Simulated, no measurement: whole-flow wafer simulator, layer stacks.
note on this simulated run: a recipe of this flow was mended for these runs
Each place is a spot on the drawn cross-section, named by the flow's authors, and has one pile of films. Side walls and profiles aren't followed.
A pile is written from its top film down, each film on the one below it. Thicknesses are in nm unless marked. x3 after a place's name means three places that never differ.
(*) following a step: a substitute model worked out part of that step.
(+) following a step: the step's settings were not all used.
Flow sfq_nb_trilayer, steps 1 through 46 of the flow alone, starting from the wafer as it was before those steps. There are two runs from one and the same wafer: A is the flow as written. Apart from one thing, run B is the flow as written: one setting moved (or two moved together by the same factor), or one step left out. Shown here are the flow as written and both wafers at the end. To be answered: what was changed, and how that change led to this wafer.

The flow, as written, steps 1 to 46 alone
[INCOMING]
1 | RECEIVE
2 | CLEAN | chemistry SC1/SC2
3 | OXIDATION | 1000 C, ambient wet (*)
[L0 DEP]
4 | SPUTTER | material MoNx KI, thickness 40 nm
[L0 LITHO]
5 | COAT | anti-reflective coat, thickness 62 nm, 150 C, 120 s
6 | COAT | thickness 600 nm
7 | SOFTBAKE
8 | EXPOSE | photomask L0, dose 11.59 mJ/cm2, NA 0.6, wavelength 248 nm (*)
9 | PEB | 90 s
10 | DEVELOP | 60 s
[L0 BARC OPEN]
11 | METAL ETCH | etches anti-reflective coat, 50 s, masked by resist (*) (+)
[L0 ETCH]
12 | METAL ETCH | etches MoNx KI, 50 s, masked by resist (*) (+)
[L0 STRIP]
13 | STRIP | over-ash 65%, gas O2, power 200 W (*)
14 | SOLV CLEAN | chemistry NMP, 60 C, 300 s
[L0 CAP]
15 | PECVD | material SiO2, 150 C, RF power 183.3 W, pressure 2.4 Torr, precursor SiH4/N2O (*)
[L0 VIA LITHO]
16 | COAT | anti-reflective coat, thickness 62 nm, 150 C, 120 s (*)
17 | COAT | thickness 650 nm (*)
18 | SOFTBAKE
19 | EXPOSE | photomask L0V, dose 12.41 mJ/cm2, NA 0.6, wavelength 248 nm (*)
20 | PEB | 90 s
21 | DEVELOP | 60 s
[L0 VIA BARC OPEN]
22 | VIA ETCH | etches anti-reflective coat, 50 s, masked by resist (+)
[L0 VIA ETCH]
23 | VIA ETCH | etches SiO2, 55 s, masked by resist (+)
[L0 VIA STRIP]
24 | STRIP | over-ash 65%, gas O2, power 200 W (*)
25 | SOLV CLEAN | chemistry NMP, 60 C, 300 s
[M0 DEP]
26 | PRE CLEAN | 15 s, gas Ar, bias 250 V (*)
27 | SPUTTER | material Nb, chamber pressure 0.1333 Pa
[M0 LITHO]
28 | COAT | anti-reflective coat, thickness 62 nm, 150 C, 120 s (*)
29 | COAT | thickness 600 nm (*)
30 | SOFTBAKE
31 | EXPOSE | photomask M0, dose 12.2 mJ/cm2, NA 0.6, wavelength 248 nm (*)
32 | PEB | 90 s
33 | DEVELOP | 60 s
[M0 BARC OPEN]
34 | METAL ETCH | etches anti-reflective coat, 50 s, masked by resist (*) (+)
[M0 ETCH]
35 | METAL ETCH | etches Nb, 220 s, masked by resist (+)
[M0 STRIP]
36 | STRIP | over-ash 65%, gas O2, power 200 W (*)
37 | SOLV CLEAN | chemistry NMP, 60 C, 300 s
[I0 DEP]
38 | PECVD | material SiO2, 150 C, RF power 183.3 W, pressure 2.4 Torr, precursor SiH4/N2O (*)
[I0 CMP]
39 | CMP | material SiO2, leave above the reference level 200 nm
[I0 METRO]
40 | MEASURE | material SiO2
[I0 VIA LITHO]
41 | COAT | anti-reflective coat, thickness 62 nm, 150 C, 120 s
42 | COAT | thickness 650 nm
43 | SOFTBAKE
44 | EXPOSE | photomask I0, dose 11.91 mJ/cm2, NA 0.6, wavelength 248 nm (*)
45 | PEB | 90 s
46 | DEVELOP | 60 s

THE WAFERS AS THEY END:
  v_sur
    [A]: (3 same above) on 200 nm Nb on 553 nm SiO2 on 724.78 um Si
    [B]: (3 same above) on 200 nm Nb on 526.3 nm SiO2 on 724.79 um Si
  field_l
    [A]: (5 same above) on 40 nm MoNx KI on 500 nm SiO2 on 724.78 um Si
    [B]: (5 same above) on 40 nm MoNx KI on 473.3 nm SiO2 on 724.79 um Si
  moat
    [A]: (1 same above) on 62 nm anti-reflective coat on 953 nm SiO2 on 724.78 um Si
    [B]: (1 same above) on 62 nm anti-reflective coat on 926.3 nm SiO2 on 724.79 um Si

Cause: step 3, OXIDATION: 992 C was run, though the flow has 1000 C.

The path from the change to this, step by step:
  3 | OXIDATION | 1000 C, ambient wet (*)
      field_l, v_sur, via_wl and 103 more: A SiO2 gains 500 (new film), chemical SiO2 loses 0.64 (all of it), Si loses 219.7 | B SiO2 gains 473.3 (new film), chemical SiO2 loses 0.64 (all of it), Si loses 208
